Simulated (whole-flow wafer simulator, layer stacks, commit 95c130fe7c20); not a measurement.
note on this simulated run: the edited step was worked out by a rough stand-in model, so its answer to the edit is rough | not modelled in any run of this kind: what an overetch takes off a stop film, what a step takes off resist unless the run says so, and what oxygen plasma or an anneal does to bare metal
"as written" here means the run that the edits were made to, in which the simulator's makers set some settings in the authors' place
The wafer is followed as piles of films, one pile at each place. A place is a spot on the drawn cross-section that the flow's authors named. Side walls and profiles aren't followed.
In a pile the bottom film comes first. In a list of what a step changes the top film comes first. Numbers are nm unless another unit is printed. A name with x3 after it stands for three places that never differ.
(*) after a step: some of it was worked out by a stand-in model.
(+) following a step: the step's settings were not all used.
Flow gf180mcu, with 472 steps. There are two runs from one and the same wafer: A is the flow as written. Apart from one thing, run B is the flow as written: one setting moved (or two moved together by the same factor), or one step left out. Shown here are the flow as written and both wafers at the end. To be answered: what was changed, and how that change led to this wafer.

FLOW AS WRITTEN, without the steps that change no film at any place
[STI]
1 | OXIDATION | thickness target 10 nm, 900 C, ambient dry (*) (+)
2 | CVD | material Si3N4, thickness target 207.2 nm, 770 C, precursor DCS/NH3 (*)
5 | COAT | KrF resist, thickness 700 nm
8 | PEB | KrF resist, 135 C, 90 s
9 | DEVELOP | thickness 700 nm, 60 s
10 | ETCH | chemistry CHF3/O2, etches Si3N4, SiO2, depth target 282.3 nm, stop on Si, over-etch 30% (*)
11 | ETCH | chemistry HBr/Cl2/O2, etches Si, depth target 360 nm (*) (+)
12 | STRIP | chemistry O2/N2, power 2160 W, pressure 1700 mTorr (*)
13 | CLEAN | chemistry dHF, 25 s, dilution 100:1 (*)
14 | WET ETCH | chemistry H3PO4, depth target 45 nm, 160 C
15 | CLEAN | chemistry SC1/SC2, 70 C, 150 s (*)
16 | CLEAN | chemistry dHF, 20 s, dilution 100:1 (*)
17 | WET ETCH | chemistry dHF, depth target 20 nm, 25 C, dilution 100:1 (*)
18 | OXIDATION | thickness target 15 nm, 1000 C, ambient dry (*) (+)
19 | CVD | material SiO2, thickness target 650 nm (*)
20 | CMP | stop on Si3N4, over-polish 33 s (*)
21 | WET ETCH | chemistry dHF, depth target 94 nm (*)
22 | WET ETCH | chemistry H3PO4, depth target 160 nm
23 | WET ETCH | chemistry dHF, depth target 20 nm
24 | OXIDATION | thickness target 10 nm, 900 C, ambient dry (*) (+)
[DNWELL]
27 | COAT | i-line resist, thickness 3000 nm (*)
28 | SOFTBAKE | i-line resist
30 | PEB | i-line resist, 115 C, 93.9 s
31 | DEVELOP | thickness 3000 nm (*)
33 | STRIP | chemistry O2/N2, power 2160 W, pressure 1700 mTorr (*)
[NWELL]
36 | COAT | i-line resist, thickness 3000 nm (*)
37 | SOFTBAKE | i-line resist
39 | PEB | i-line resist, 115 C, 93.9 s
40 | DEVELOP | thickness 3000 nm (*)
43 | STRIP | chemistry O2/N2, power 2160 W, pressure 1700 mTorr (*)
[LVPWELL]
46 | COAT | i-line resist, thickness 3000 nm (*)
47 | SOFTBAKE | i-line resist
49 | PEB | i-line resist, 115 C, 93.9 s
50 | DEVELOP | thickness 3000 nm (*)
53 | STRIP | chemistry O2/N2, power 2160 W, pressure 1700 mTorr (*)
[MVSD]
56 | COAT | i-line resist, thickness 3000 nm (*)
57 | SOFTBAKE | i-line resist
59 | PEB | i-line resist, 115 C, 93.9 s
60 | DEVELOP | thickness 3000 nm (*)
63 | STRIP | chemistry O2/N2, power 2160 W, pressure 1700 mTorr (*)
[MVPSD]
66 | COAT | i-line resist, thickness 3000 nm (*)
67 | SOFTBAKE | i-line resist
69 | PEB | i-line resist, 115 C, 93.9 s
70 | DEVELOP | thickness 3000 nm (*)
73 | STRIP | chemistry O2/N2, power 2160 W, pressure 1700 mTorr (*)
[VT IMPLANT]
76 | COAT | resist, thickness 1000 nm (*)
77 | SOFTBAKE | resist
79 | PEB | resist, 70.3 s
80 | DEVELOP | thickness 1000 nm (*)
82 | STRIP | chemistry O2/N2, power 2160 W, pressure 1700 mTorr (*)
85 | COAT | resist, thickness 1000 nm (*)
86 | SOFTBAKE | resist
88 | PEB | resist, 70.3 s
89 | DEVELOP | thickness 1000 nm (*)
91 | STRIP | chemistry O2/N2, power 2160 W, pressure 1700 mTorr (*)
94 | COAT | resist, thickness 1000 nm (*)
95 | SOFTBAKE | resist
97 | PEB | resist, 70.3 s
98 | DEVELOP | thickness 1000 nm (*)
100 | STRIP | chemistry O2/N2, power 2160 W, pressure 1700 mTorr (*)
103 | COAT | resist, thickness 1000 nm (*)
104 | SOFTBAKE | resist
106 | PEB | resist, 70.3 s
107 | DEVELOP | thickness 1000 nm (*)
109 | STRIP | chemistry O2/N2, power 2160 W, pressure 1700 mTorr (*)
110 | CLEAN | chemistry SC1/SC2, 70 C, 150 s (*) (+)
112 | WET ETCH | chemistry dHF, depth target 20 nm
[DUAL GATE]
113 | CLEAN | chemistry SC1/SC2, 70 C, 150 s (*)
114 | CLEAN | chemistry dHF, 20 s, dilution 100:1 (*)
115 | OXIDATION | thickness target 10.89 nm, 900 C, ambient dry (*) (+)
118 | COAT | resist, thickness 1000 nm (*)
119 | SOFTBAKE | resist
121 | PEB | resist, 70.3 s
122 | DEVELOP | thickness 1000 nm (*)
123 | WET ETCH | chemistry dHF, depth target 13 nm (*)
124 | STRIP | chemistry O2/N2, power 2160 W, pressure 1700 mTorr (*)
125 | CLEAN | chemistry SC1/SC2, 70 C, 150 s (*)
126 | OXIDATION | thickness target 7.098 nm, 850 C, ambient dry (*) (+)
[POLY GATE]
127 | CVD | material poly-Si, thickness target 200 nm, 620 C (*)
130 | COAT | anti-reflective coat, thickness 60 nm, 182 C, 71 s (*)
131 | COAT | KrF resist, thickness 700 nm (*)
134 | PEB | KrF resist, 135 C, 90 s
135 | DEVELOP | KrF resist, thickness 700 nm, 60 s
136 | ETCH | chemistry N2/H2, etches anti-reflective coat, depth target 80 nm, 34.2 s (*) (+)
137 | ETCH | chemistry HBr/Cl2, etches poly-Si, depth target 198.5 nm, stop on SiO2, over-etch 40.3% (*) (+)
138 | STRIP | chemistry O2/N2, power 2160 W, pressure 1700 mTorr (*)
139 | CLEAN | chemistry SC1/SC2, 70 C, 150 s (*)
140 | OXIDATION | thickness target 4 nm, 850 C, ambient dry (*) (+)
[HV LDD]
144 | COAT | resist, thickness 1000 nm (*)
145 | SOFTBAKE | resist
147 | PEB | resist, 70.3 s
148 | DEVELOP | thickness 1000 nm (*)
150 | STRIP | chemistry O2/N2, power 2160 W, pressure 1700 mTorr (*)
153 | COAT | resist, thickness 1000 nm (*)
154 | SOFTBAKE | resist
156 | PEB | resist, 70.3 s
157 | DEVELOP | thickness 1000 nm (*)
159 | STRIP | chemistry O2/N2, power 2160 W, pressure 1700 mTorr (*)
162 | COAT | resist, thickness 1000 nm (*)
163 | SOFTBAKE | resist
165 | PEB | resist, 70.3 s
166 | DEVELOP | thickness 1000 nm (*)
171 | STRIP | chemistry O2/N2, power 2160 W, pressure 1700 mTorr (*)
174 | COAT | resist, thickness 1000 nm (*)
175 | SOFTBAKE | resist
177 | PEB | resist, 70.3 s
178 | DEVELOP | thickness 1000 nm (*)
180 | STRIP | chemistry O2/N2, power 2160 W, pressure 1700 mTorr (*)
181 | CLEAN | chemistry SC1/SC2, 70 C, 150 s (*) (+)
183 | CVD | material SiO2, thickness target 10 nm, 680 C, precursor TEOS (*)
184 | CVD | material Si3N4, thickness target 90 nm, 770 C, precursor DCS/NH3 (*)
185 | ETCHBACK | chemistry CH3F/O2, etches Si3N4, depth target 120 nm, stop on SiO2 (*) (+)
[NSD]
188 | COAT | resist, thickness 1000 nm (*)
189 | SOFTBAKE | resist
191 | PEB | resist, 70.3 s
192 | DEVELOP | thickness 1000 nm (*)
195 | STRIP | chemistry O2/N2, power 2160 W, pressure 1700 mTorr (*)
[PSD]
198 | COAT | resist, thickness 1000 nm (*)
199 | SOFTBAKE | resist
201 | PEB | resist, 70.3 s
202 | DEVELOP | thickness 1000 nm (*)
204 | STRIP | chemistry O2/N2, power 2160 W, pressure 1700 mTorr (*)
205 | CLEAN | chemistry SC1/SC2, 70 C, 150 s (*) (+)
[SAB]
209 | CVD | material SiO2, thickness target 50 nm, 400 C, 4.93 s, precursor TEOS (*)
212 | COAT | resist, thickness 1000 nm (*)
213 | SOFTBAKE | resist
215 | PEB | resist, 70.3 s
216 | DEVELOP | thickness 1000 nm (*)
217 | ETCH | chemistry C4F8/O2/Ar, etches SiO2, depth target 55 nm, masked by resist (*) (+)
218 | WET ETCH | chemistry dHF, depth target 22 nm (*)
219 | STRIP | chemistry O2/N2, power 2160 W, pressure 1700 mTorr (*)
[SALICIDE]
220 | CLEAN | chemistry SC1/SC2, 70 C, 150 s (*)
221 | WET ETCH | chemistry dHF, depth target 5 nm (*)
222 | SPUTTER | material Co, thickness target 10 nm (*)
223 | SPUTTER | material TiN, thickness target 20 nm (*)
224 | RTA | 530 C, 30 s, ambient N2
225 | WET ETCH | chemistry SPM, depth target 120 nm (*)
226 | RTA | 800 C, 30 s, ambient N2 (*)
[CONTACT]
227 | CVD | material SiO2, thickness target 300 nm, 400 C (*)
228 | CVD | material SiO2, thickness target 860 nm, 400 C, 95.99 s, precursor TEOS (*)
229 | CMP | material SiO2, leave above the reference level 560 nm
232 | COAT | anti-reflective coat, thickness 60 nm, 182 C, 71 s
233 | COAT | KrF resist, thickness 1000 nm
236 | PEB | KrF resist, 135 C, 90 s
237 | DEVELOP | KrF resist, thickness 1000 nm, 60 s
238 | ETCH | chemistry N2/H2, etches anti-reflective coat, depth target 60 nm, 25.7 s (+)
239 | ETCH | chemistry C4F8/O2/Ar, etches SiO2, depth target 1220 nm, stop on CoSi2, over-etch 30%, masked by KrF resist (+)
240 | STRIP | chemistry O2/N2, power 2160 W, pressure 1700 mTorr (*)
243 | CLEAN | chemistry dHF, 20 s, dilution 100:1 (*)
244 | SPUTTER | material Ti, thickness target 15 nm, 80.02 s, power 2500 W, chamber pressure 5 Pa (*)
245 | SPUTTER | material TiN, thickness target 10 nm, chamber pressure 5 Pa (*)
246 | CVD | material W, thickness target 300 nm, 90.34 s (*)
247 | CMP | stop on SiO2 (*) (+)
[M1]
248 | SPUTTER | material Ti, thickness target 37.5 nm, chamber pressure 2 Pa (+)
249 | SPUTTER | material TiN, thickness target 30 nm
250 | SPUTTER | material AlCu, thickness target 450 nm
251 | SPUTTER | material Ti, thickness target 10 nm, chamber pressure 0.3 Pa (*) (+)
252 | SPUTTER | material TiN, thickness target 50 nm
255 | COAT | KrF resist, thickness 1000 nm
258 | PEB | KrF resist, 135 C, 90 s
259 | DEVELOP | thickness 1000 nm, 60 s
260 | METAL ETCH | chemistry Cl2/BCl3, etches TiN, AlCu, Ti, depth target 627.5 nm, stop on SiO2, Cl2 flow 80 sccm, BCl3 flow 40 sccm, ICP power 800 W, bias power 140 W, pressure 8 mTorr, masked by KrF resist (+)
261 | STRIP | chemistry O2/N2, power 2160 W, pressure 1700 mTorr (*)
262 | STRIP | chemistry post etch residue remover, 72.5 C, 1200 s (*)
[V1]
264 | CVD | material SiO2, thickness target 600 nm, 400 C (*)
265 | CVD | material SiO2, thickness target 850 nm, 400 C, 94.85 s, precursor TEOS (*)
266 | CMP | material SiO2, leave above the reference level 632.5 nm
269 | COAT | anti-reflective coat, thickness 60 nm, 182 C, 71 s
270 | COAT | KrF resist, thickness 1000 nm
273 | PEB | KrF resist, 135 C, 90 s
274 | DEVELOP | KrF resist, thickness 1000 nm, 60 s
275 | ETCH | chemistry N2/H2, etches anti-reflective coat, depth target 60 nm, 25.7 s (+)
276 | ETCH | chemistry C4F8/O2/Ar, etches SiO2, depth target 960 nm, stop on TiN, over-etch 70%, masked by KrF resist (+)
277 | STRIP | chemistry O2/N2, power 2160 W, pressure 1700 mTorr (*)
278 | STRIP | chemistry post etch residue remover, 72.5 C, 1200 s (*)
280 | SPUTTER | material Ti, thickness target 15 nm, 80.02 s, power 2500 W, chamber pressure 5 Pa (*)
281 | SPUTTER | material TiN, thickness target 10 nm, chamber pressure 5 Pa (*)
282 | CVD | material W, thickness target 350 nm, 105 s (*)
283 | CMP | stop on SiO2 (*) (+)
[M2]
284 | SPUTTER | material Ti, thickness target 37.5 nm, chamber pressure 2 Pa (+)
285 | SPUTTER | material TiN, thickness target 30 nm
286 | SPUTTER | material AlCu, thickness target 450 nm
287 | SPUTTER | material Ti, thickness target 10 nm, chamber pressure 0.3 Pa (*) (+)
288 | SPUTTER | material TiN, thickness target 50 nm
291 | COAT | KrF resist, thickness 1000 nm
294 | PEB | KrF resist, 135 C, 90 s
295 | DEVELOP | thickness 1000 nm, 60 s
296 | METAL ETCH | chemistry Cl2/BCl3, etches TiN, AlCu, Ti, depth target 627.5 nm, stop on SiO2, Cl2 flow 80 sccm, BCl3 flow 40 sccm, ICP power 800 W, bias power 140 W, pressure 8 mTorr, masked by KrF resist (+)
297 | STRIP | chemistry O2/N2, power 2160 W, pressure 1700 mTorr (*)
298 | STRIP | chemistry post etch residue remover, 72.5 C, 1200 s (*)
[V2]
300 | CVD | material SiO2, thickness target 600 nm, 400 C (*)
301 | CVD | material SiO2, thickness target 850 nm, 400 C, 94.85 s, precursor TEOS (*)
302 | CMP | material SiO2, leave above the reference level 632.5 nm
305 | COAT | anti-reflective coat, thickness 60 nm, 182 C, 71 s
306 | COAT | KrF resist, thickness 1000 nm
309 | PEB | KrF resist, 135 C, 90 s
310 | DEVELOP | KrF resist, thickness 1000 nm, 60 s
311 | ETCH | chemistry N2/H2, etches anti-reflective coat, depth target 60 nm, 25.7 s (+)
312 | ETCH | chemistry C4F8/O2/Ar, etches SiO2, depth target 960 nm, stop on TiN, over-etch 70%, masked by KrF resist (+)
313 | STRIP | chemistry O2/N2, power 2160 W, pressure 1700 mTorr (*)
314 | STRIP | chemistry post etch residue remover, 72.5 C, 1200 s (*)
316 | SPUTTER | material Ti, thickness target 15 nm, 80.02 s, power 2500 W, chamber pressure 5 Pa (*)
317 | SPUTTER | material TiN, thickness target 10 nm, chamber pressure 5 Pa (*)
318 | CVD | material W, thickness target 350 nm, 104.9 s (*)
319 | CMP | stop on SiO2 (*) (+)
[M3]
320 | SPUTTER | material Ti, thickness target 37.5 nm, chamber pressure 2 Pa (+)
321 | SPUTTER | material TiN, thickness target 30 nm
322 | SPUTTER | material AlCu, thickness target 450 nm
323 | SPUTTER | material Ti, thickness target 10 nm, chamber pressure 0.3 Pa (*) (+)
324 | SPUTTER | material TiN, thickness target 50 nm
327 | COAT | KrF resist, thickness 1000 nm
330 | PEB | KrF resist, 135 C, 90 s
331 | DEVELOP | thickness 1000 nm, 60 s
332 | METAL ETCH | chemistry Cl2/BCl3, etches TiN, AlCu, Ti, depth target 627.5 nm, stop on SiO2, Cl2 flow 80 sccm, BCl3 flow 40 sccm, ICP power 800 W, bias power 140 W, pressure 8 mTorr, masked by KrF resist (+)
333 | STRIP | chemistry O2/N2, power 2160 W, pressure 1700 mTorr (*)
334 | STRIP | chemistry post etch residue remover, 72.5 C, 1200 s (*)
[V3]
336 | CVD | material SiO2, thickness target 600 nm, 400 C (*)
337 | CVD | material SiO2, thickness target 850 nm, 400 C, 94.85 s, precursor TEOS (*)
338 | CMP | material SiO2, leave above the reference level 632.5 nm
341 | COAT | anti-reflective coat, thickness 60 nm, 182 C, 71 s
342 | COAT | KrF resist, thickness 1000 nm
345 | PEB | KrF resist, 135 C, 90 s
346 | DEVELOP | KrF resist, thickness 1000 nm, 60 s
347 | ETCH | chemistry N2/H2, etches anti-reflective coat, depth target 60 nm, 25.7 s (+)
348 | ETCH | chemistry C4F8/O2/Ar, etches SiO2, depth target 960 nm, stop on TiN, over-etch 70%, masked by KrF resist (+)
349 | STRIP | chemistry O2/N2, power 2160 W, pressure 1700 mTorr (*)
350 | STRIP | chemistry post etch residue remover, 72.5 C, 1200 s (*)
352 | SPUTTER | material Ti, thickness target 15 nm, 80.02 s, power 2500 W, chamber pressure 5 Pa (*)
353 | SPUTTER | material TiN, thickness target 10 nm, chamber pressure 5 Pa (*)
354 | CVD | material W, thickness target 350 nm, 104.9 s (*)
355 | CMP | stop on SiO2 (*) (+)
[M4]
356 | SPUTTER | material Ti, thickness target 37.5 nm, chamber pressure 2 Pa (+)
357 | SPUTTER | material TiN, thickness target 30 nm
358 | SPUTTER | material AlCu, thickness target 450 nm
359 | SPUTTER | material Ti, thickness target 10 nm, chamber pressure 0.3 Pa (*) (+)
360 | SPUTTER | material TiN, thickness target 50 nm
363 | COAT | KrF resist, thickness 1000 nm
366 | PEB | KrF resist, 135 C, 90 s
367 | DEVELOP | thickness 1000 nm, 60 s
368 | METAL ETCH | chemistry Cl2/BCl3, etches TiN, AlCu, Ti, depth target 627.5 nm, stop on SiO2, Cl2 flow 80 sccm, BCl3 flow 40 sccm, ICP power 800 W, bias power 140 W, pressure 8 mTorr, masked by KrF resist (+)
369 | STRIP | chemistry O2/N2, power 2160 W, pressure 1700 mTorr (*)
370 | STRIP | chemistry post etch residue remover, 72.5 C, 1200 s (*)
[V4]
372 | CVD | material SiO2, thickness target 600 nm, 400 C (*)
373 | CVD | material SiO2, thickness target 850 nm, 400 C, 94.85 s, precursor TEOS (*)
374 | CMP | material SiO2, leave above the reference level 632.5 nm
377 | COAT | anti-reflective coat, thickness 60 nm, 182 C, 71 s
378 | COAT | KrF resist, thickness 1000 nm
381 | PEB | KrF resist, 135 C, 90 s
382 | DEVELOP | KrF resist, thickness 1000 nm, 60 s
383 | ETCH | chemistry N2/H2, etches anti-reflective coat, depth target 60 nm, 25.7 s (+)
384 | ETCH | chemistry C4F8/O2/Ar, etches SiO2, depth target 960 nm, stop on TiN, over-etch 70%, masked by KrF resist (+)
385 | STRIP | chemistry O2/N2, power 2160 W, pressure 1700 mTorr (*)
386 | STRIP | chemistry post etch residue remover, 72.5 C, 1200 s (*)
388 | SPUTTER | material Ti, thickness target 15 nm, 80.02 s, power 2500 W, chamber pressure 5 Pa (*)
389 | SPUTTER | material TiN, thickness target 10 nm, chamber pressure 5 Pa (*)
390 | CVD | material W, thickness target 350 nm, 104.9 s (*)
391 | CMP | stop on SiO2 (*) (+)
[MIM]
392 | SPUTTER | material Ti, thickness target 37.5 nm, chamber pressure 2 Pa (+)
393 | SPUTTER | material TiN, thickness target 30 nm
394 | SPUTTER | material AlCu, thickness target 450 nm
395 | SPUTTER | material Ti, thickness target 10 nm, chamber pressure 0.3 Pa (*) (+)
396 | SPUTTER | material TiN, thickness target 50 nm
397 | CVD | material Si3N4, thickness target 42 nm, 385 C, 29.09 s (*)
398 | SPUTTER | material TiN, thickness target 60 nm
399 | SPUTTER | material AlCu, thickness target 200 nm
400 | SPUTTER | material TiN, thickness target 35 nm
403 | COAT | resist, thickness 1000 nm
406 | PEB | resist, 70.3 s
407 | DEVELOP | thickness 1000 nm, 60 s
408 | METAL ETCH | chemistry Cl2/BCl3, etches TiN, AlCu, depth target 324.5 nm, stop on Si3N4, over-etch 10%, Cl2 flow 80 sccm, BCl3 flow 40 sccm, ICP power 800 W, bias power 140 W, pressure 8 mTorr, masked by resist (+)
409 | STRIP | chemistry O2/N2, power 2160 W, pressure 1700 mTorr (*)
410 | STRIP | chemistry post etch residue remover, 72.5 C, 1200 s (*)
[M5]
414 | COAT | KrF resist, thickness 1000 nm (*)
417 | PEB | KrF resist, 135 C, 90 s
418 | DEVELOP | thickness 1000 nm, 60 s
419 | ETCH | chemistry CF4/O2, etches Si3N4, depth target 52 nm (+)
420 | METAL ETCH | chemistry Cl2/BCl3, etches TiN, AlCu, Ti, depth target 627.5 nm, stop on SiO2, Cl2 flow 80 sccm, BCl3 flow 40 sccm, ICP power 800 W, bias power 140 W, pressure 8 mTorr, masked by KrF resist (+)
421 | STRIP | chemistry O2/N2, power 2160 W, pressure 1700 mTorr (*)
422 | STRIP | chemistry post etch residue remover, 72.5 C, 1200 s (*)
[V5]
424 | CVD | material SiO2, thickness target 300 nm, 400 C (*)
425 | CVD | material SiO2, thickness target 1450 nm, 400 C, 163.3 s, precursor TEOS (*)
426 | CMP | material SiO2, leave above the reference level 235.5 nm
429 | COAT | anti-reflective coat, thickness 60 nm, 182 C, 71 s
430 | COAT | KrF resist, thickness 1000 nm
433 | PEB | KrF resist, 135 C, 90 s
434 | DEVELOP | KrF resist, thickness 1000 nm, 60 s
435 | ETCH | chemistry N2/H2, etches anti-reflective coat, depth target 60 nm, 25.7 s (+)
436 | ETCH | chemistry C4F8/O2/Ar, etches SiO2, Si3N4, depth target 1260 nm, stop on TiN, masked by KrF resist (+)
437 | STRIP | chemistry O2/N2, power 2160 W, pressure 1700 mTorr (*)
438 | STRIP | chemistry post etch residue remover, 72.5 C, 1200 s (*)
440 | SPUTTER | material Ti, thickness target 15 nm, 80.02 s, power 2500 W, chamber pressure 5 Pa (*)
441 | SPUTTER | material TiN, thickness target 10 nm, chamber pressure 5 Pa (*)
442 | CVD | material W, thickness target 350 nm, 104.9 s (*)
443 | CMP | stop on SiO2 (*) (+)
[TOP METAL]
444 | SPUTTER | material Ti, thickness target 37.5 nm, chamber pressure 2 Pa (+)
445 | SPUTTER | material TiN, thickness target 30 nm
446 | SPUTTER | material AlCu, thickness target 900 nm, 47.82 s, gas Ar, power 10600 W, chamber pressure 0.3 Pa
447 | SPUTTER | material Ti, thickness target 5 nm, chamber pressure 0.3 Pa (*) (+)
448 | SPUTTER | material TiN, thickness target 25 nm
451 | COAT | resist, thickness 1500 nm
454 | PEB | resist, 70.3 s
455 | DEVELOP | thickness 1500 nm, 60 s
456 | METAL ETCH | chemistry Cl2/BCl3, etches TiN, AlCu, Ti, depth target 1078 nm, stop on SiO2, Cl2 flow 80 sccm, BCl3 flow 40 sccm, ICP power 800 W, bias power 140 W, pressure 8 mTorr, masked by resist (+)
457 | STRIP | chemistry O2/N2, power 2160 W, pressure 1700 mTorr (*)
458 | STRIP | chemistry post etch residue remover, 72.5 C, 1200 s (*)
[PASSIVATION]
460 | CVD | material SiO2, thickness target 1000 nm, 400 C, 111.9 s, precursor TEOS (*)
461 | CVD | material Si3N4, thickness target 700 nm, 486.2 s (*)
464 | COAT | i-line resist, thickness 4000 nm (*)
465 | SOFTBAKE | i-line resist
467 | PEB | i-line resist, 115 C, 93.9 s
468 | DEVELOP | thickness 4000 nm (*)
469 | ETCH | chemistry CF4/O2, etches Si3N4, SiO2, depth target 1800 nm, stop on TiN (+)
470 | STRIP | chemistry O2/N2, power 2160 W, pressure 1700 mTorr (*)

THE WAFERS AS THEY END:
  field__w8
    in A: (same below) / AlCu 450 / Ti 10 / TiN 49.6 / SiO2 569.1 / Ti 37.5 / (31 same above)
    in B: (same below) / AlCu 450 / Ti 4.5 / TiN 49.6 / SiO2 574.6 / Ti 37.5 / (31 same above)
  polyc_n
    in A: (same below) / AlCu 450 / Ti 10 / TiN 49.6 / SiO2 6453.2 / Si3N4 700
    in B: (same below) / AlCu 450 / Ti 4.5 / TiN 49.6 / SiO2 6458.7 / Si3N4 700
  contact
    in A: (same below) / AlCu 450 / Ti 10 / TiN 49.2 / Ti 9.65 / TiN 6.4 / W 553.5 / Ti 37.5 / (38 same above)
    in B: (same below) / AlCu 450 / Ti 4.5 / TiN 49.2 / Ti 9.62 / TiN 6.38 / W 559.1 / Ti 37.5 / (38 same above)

The reason: step 251, SPUTTER: thickness target 4.5 nm was run, while the flow as written has thickness target 10 nm.
The wafer lets one read it off: field__w8 has Ti 4.5, and step 251 as written asks for 10 nm.

Step by step, how the change led to this:
  251 | SPUTTER | material Ti, thickness target 10 nm, chamber pressure 0.3 Pa (*) (+)
      field, field__w1, field__w2 and 108 more: A +10 Ti (new film) | B +4.5 Ti (new film)
  260 | METAL ETCH | chemistry Cl2/BCl3, etches TiN, AlCu, Ti, depth target 627.5 nm, stop on SiO2, Cl2 flow 80 sccm, BCl3 flow 40 sccm, ICP power 800 W, bias power 140 W, pressure 8 mTorr, masked by KrF resist (+)
      field, field__w1, field__w2 and 99 more: A -50 TiN (all of it), -10 Ti (all of it), -450 AlCu (all of it), -30 TiN (all of it), -37.5 Ti (all of it) | B -50 TiN (all of it), -4.5 Ti (all of it), -450 AlCu (all of it), -30 TiN (all of it), -37.5 Ti (all of it)
